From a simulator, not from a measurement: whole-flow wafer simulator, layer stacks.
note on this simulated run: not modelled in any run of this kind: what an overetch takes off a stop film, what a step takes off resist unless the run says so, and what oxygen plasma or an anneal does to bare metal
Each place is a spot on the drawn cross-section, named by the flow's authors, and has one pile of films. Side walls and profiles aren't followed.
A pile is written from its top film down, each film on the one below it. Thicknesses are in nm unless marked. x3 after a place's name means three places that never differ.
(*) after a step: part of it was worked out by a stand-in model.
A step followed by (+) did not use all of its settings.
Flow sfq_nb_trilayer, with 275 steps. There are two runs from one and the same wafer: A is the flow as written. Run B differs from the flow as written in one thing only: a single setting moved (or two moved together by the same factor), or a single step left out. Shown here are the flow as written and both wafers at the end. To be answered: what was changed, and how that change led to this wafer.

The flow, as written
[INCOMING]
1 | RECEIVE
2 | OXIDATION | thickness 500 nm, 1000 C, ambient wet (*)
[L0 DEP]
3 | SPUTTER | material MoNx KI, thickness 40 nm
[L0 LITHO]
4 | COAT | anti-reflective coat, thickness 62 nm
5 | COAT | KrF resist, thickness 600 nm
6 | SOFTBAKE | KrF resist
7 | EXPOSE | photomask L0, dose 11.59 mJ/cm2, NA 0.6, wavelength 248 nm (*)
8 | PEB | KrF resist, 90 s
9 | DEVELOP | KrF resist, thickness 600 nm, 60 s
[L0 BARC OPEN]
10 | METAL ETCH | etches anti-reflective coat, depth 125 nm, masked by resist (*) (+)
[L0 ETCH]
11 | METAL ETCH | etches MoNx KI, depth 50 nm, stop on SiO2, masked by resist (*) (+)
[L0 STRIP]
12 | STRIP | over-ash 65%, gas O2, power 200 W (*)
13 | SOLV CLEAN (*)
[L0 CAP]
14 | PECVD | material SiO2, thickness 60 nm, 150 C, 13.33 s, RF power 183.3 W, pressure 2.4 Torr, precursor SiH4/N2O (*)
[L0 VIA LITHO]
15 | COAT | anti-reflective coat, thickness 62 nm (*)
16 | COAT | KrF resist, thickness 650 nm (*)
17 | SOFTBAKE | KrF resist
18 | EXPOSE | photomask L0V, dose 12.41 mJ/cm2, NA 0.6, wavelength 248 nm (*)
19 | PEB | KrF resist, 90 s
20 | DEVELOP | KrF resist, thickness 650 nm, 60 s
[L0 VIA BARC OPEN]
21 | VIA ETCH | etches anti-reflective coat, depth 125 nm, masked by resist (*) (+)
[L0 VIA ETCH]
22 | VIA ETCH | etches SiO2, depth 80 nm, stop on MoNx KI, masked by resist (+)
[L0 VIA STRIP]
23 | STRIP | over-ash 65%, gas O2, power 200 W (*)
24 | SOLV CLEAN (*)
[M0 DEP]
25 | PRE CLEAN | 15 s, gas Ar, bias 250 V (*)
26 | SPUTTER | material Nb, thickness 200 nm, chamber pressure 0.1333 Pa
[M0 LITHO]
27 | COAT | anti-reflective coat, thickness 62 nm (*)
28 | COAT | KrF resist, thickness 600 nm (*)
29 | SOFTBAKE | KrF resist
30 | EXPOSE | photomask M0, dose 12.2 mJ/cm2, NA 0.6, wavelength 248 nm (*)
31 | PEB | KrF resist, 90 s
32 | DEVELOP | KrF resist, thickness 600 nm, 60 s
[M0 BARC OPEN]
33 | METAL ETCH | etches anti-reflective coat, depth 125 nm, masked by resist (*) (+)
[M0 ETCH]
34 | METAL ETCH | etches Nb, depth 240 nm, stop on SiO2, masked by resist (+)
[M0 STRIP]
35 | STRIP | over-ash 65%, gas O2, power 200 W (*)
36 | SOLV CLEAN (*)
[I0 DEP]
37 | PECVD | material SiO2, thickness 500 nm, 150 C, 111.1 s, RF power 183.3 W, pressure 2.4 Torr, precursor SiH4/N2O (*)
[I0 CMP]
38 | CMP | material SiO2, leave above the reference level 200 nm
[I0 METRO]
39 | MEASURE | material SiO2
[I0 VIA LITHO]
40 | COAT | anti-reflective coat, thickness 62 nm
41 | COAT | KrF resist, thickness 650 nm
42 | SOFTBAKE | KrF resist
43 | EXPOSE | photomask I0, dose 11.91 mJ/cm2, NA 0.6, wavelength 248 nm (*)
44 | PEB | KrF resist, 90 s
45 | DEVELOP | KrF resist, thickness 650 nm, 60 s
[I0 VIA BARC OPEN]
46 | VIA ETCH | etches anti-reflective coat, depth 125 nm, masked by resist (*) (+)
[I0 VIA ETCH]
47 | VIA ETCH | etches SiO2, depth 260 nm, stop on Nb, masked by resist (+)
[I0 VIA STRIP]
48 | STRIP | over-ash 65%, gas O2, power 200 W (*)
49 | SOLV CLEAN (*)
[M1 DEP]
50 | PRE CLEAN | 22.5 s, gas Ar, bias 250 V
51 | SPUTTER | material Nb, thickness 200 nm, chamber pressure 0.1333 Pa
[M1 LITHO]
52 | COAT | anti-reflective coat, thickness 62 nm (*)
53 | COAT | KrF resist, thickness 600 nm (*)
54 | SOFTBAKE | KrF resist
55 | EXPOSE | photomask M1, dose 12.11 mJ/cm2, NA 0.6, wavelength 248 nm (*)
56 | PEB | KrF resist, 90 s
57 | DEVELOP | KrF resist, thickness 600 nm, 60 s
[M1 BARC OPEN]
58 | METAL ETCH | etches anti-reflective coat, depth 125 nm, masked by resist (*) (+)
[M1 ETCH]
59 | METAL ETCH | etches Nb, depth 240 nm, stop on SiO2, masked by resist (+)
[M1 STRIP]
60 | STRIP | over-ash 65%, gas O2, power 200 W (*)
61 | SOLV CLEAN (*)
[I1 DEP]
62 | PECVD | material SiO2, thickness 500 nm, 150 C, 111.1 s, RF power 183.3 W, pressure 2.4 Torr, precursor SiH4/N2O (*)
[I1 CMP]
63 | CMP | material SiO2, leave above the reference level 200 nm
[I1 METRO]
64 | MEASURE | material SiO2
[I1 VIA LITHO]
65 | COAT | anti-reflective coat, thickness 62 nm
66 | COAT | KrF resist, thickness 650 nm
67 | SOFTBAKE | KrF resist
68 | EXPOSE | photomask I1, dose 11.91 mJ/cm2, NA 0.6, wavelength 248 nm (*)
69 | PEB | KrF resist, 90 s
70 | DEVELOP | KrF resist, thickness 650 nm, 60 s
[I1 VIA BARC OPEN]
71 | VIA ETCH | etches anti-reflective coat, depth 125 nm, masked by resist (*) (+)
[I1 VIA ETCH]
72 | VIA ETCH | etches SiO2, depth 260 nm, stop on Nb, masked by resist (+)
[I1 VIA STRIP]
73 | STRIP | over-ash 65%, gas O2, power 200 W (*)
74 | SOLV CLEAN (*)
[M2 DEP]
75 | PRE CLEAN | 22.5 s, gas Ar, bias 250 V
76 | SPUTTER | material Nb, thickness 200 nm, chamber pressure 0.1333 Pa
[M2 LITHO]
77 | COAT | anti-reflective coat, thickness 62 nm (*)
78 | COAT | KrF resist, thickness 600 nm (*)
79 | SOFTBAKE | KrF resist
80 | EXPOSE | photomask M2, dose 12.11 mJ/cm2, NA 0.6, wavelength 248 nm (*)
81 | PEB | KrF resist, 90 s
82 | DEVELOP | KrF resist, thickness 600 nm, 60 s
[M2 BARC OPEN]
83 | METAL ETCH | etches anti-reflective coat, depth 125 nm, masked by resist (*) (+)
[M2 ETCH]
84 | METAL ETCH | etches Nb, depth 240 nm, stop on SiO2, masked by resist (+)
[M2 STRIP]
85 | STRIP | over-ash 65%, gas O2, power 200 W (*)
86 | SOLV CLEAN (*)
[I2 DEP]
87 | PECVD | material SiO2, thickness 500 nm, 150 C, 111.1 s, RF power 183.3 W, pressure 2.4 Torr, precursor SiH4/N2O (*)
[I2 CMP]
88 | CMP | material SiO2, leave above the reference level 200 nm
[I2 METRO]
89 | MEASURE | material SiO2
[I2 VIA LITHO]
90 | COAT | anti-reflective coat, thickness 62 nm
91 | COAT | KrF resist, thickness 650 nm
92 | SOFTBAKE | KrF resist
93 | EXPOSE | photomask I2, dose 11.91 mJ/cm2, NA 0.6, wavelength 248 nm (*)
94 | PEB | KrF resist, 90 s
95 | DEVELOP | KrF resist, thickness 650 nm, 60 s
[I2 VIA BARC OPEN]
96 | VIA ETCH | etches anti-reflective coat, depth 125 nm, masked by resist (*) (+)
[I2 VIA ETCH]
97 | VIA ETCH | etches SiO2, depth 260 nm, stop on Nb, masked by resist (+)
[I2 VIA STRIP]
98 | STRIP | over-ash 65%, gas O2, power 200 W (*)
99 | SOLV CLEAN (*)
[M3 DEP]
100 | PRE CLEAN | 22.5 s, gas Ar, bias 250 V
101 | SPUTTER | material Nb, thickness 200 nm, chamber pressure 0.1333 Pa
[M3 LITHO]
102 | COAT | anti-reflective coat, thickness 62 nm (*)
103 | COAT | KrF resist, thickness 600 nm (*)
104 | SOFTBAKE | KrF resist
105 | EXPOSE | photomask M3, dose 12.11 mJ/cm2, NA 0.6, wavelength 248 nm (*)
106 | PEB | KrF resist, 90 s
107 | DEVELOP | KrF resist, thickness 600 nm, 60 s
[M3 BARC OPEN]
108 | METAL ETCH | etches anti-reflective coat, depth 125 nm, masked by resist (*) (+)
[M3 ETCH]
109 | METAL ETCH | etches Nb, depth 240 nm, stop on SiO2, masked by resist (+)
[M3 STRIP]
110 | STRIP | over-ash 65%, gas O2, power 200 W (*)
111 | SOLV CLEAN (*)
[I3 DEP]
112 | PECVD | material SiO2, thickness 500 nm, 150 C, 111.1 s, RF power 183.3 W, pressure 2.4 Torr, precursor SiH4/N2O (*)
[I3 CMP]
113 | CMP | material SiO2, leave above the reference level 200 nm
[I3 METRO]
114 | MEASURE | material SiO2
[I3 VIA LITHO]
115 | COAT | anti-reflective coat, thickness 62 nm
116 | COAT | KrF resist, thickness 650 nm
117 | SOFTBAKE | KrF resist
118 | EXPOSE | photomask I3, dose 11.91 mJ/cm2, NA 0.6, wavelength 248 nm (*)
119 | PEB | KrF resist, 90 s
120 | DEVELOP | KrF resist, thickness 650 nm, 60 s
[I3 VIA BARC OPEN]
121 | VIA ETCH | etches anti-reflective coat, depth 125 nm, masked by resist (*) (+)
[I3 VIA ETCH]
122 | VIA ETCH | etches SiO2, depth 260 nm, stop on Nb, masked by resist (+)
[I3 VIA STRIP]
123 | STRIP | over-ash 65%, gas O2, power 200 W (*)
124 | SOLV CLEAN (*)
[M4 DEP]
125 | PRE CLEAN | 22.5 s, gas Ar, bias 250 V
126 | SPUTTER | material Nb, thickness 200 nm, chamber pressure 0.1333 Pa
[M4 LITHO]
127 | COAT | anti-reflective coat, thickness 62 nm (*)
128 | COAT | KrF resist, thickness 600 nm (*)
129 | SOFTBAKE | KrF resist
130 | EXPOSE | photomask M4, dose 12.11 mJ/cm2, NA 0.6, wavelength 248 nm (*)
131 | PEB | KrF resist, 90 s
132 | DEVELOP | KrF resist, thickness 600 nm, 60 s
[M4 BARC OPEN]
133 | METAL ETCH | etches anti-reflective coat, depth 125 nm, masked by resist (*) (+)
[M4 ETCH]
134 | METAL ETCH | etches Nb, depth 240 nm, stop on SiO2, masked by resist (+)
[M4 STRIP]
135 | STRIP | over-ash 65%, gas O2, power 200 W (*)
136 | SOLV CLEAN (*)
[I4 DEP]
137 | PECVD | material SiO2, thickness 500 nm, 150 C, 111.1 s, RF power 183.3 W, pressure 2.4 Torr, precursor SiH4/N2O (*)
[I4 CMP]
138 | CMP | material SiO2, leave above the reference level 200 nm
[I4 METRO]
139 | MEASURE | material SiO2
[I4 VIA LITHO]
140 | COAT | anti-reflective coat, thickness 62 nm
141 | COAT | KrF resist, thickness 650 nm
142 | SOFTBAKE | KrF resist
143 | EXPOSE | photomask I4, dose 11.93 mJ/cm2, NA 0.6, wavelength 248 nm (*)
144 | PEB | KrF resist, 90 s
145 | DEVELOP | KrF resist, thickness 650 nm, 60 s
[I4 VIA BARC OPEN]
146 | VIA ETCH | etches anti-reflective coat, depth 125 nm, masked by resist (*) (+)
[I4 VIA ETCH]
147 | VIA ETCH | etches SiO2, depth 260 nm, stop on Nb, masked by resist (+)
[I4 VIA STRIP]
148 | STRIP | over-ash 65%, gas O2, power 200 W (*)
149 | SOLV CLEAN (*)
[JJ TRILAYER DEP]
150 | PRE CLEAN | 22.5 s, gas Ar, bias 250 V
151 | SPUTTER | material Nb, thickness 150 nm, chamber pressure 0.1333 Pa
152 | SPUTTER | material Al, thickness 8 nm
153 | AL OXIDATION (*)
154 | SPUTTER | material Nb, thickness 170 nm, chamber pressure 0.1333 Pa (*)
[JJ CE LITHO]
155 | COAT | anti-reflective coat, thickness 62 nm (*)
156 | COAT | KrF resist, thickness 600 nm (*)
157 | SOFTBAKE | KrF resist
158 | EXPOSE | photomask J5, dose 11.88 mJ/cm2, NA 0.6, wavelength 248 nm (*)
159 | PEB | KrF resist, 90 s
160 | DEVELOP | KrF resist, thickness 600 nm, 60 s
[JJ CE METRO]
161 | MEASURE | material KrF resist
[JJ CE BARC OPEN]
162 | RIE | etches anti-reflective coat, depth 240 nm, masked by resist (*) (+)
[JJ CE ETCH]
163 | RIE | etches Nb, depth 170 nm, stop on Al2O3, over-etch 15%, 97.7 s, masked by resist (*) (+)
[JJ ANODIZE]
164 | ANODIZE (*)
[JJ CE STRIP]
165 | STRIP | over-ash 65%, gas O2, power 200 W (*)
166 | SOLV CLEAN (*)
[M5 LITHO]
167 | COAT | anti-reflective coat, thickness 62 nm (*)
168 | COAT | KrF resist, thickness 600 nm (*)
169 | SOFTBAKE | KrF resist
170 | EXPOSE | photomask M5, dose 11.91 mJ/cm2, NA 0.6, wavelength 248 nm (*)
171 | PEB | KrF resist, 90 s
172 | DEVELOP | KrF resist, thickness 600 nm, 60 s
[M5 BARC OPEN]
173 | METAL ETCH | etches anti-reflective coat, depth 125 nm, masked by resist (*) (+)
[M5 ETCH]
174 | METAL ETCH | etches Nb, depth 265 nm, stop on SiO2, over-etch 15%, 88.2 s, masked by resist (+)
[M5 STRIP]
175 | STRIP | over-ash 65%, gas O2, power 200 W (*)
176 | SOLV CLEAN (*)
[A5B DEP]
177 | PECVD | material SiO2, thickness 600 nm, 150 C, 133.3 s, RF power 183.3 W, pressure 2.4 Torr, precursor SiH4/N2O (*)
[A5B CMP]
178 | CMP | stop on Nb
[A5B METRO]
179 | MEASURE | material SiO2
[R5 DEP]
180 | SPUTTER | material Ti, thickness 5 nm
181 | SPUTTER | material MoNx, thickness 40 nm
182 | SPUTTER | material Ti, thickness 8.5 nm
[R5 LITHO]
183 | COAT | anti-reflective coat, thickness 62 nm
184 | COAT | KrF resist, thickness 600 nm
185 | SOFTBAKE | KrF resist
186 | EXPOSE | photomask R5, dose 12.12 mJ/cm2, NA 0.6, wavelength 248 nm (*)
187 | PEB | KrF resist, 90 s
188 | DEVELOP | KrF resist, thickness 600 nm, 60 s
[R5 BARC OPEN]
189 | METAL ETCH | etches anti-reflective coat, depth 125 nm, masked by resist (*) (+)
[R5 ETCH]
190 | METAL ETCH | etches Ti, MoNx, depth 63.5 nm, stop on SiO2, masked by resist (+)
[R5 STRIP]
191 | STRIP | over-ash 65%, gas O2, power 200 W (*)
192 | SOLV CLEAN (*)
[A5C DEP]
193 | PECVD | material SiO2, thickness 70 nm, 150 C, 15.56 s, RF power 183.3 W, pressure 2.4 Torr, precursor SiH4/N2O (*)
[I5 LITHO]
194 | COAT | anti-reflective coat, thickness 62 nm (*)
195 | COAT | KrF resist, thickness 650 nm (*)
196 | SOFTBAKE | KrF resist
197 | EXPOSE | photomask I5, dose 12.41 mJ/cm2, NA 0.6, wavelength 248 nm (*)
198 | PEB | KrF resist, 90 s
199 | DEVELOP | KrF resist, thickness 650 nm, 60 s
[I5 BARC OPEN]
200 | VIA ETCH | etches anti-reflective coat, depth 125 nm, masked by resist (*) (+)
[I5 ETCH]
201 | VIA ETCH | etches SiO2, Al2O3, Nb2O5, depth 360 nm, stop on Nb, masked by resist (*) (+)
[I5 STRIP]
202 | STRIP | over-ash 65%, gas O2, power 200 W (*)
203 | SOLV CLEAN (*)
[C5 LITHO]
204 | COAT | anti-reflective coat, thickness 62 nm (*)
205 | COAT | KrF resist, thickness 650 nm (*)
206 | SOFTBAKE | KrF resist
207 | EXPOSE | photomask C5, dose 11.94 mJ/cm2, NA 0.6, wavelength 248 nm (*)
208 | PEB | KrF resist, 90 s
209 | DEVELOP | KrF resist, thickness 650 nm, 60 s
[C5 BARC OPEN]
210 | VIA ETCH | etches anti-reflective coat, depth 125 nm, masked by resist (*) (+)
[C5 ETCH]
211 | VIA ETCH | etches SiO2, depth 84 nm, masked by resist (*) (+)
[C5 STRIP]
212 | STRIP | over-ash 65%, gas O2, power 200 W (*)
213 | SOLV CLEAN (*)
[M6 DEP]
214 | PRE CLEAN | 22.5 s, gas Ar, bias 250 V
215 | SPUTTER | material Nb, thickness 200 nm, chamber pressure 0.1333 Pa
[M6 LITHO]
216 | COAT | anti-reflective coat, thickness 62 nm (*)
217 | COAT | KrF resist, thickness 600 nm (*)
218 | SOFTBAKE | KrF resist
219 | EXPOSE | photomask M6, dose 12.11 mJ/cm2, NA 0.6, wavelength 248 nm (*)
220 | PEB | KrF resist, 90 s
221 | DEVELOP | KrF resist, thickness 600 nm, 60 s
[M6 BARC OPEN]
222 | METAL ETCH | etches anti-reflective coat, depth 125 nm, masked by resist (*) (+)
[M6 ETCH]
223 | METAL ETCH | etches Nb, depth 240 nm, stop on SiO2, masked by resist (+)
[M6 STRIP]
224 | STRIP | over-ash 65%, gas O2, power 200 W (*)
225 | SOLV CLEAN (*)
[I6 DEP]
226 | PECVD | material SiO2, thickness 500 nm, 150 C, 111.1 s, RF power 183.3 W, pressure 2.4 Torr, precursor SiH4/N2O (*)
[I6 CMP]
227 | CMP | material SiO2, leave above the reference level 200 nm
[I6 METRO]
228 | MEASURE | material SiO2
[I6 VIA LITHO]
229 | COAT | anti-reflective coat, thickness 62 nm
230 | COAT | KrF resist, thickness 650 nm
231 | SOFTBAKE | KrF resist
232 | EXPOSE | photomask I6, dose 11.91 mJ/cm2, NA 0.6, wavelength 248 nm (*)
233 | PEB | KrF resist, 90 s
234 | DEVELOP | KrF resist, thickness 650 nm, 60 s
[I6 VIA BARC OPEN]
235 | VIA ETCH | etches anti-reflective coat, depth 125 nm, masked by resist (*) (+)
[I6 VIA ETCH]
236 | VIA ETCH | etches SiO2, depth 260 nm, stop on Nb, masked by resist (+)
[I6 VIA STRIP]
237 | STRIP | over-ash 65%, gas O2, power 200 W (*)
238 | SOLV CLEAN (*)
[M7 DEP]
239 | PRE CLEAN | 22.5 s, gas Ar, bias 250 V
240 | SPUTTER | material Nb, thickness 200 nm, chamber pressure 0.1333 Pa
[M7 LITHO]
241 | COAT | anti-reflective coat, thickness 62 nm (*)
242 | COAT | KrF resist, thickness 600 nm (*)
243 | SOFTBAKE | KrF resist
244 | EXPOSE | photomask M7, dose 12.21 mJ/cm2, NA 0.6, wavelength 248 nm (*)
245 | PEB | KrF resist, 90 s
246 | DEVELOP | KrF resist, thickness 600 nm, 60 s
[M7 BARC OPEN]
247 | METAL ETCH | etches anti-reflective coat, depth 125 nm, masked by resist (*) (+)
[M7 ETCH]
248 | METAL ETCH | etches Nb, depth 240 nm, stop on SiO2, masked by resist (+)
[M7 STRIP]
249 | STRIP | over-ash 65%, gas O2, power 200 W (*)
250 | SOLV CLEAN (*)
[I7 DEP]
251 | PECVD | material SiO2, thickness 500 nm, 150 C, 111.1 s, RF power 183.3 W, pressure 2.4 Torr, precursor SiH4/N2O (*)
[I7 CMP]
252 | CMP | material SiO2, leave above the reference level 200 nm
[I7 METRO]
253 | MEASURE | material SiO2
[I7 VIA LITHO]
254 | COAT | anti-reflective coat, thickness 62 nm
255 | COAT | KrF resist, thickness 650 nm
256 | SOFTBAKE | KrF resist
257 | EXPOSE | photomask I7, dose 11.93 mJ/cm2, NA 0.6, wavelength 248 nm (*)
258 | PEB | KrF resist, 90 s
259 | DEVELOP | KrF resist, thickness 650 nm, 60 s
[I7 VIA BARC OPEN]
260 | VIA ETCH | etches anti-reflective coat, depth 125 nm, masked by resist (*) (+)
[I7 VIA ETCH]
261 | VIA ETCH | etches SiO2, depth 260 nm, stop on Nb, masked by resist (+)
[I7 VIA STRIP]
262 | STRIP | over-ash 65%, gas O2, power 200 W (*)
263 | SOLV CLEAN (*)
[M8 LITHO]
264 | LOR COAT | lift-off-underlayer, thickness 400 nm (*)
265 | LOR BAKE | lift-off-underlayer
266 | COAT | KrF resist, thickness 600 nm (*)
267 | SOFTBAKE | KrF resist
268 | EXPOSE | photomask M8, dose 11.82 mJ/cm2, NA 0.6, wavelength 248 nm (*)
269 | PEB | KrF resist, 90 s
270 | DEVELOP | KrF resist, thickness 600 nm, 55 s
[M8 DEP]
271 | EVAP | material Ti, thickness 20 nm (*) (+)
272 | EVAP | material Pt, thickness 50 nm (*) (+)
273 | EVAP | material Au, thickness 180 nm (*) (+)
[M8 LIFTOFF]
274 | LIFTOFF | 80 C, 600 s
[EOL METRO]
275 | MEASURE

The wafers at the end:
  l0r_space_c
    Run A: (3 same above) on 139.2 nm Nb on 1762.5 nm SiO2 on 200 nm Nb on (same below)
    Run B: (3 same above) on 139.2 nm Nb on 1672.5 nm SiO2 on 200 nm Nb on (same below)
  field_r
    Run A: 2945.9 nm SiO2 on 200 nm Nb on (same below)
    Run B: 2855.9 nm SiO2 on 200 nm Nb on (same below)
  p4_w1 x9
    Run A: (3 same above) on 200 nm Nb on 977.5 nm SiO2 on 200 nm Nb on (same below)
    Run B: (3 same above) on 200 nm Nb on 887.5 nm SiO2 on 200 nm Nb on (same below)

The reason: step 88, CMP: leave above the reference level 110 nm was run, though the flow has leave above the reference level 200 nm.

Step by step, how the change led to this:
  88 | CMP | material SiO2, leave above the reference level 200 nm
      field_l, be, be_sur and 81 more: A SiO2 loses 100 | B SiO2 loses 190
      v_sur, via_wl, via_w and 18 more: A SiO2 loses 300 | B SiO2 loses 390
      (and at 1 other place as well)
  97 | VIA ETCH | etches SiO2, depth 260 nm, stop on Nb, masked by resist (+)
      field_l, v_sur, via_wl and 102 more: A KrF resist loses 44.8 | B KrF resist loses 28.4
      via_w: A SiO2 loses 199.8 (all of it) | B SiO2 loses 109.8 (all of it)
  98 | STRIP | over-ash 65%, gas O2, power 200 W (*)
      field_l, v_sur, via_wl and 102 more: A KrF resist loses 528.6 (all of it), anti-reflective coat loses 62 (all of it) | B KrF resist loses 545 (all of it), anti-reflective coat loses 62 (all of it)
  101 | SPUTTER | material Nb, thickness 200 nm, chamber pressure 0.1333 Pa
      via_w: A Nb gains 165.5 | B Nb gains 185.5
  102 | COAT | anti-reflective coat, thickness 62 nm (*)
      via_wl, via_wr: A anti-reflective coat gains 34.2 (new film) | B anti-reflective coat gains 31.4 (new film)
      v_sur: A anti-reflective coat gains 61.1 (new film) | B anti-reflective coat gains 56.6 (new film)
      (and at 2 other places as well)
  103 | COAT | KrF resist, thickness 600 nm (*)
      via_wl: A KrF resist gains 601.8 (new film) | B KrF resist gains 615.2 (new film)
      via_w: A KrF resist gains 737.9 (new film) | B KrF resist gains 657 (new film)
      (and at 1 other place as well)
  110 | STRIP | over-ash 65%, gas O2, power 200 W (*)
      v_sur: A KrF resist loses 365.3 (all of it), anti-reflective coat loses 61.1 (all of it) | B KrF resist loses 376.5 (all of it), anti-reflective coat loses 56.6 (all of it)
      via_wl: A KrF resist loses 384.2 (all of it), anti-reflective coat loses 34.2 (all of it) | B KrF resist loses 397.5 (all of it), anti-reflective coat loses 31.4 (all of it)
      (and at 3 other places as well)
  112 | PECVD | material SiO2, thickness 500 nm, 150 C, 111.1 s, RF power 183.3 W, pressure 2.4 Torr, precursor SiH4/N2O (*)
      via_w: A SiO2 gains 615 (new film) | B SiO2 gains 500 (new film)
  113 | CMP | material SiO2, leave above the reference level 200 nm
      via_w: A SiO2 loses 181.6 | B SiO2 loses 176.6
